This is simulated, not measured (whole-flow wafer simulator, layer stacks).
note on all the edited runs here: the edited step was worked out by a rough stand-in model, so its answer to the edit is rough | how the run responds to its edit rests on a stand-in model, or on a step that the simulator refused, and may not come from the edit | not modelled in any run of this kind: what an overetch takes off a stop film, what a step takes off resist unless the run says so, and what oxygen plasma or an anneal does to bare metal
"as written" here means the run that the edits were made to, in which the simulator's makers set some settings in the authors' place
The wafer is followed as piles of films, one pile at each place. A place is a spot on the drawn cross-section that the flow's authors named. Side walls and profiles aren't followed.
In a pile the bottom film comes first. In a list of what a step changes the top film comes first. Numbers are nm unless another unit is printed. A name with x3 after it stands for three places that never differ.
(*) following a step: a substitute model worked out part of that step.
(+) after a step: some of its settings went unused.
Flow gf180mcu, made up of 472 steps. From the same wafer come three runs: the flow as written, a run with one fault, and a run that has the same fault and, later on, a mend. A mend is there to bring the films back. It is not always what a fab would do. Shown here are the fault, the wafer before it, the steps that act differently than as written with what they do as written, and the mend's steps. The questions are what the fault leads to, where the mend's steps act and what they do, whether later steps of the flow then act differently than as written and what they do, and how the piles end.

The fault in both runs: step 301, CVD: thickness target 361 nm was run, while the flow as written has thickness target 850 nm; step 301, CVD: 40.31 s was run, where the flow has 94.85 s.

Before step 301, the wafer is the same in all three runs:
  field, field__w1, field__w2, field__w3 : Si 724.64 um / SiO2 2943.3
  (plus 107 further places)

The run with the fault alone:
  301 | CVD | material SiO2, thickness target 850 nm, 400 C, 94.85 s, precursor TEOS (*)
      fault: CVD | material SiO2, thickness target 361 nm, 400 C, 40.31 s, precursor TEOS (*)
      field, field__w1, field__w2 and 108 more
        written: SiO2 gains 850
        fault: SiO2 gains 371.5
  Later steps of the flow acting differently than as written (not shown: 1 more step that differs only slightly, by at most 2% or 0.5 nm, whichever is larger):
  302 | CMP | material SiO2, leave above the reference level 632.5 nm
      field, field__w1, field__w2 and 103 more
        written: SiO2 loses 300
        fault: nothing
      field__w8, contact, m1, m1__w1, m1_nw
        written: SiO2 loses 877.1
        fault: SiO2 loses 398.6
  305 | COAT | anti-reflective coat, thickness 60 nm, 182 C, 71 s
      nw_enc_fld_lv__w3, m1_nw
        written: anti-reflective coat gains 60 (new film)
        fault: anti-reflective coat gains 38.9 (new film)
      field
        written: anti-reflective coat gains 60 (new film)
        fault: anti-reflective coat gains 140.5 (new film)
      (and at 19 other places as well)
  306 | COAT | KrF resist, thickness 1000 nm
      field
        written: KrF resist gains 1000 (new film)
        fault: KrF resist gains 966 (new film)
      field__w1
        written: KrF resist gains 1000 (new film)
        fault: KrF resist gains 972.2 (new film)
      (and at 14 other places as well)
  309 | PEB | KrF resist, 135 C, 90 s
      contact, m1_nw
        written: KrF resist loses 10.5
        fault: KrF resist loses 9
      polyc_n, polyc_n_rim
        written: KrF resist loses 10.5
        fault: KrF resist loses 12.3
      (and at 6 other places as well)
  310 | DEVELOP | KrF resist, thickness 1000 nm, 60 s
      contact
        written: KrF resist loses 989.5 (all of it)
        fault: KrF resist loses 893.1 (all of it)
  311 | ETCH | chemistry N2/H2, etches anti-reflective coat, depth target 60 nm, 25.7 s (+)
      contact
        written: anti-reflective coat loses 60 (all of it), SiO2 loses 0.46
        fault: anti-reflective coat loses 19.5 (all of it), SiO2 loses 1.5
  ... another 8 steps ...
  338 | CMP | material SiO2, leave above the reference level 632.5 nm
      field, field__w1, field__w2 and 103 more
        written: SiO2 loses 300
        fault: SiO2 loses 287.7
  The piles end different from the flow's at field, field__w1, field__w2 and 109 more by more than 2% or 0.5 nm, whichever is larger.
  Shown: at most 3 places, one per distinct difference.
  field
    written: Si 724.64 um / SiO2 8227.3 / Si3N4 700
    fault: Si 724.64 um / SiO2 3314.8 / Ti 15 / TiN 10 / W 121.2 / SiO2 4750.1 / Si3N4 700
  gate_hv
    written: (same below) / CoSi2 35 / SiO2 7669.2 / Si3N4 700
    fault: (same below) / CoSi2 35 / SiO2 2756.7 / Ti 15 / TiN 10 / W 121.2 / SiO2 4750.1 / Si3N4 700
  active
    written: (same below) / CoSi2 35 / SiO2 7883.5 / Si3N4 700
    fault: (same below) / CoSi2 35 / SiO2 2971 / Ti 15 / TiN 10 / W 121.2 / SiO2 4750.1 / Si3N4 700

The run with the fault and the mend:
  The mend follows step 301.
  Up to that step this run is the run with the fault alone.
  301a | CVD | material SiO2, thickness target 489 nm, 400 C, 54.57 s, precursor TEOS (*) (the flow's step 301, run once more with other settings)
      field, field__w1, field__w2 and 108 more
        SiO2 gains 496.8
  Later steps of the flow acting differently than as written:
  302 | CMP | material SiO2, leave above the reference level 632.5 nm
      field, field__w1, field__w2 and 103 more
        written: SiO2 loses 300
        mend: SiO2 loses 318.3
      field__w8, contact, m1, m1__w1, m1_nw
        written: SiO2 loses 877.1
        mend: SiO2 loses 895.4
  At every place that both follow, the piles at the end match the flow's.
